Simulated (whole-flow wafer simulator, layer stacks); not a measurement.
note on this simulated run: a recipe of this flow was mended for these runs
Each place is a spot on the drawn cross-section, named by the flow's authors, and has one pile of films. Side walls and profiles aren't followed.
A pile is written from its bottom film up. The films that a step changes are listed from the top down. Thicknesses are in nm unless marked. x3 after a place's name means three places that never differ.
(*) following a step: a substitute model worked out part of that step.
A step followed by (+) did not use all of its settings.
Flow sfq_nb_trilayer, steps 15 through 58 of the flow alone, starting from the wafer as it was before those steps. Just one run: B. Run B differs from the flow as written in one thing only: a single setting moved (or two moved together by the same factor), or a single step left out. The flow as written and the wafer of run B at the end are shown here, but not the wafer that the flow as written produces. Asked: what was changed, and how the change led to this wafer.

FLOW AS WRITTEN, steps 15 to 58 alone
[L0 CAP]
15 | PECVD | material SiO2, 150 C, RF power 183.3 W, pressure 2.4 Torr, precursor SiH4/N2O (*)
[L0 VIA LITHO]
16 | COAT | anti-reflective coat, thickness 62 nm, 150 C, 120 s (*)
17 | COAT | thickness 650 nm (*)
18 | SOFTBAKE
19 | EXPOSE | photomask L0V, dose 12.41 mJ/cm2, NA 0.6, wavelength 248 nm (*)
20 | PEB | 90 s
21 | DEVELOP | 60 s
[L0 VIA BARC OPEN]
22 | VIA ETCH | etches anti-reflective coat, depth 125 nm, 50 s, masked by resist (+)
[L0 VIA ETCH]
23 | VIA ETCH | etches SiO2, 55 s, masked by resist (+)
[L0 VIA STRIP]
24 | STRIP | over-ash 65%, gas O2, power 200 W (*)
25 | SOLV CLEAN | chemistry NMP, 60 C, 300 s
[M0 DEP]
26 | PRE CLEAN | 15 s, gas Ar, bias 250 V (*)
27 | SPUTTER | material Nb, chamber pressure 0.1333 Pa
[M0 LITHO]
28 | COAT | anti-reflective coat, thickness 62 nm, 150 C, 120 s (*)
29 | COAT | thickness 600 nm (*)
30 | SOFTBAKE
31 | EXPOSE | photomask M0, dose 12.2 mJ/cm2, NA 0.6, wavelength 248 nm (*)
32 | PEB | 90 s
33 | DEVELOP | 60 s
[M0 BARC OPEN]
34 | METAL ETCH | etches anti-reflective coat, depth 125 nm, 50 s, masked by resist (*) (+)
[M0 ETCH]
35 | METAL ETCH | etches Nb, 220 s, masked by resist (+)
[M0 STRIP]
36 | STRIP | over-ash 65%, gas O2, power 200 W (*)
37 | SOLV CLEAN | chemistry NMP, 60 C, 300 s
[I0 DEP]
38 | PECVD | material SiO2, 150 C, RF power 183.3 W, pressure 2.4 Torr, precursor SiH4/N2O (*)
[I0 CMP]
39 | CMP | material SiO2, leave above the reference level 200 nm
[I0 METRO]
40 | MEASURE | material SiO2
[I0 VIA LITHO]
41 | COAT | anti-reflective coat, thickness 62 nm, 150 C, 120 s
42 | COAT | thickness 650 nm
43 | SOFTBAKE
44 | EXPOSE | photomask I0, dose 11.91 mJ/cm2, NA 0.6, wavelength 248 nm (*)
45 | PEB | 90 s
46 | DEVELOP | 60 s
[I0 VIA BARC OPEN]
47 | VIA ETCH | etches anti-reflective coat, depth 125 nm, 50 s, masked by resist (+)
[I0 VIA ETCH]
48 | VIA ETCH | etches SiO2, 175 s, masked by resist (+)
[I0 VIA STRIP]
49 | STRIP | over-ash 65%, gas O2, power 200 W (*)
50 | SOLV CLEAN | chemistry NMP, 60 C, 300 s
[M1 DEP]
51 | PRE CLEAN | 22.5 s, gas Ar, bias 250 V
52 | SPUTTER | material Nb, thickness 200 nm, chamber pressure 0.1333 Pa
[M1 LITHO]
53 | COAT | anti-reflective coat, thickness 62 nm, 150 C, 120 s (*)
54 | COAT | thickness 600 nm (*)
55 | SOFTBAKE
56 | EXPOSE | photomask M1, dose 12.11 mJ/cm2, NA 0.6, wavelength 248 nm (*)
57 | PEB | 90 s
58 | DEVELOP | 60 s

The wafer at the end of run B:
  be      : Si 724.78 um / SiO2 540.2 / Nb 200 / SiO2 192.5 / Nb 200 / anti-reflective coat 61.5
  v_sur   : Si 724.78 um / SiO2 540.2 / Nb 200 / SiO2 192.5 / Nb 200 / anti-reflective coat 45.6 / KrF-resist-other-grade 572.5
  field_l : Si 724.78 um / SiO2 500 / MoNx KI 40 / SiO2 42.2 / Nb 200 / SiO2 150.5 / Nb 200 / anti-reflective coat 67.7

Cause: step 15, PECVD: pressure 3.25 Torr was run, whereas the flow has pressure 2.4 Torr.

How this came from the change, step by step:
  15 | PECVD | material SiO2, 150 C, RF power 183.3 W, pressure 2.4 Torr, precursor SiH4/N2O (*)
      v_sur, via_wl, via_w and 97 more: SiO2 gains 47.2 (it would be, as written: SiO2 gains 60)
      field_l, l0_sur, l0v, l0r_line_l, l0r_line_c, l0r_line_r: SiO2 gains 47.2 (new film) (it would be, as written: SiO2 gains 60 (new film))
  23 | VIA ETCH | etches SiO2, 55 s, masked by resist (+)
      l0v: SiO2 loses 46.9 (all of it), MoNx KI loses 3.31 (it would be, as written: SiO2 loses 59.7 (all of it), MoNx KI loses 2.03)
  28 | COAT | anti-reflective coat, thickness 62 nm, 150 C, 120 s (*)
      l0_sur: anti-reflective coat gains 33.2 (new film) (it would be, as written: anti-reflective coat gains 29.3 (new film))
      l0v: anti-reflective coat gains 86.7 (new film) (it would be, as written: anti-reflective coat gains 92.5 (new film))
  36 | STRIP | over-ash 65%, gas O2, power 200 W (*)
      l0_sur: KrF-resist-other-grade loses 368 (all of it), anti-reflective coat loses 33.2 (all of it) (it would be, as written: KrF-resist-other-grade loses 370 (all of it), anti-reflective coat loses 29.3 (all of it))
      l0v: KrF-resist-other-grade loses 368.8 (all of it), anti-reflective coat loses 86.7 (all of it) (it would be, as written: KrF-resist-other-grade loses 374.1 (all of it), anti-reflective coat loses 92.5 (all of it))
  39 | CMP | material SiO2, leave above the reference level 200 nm
      l0v: SiO2 loses 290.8 (it would be, as written: SiO2 loses 277.4)
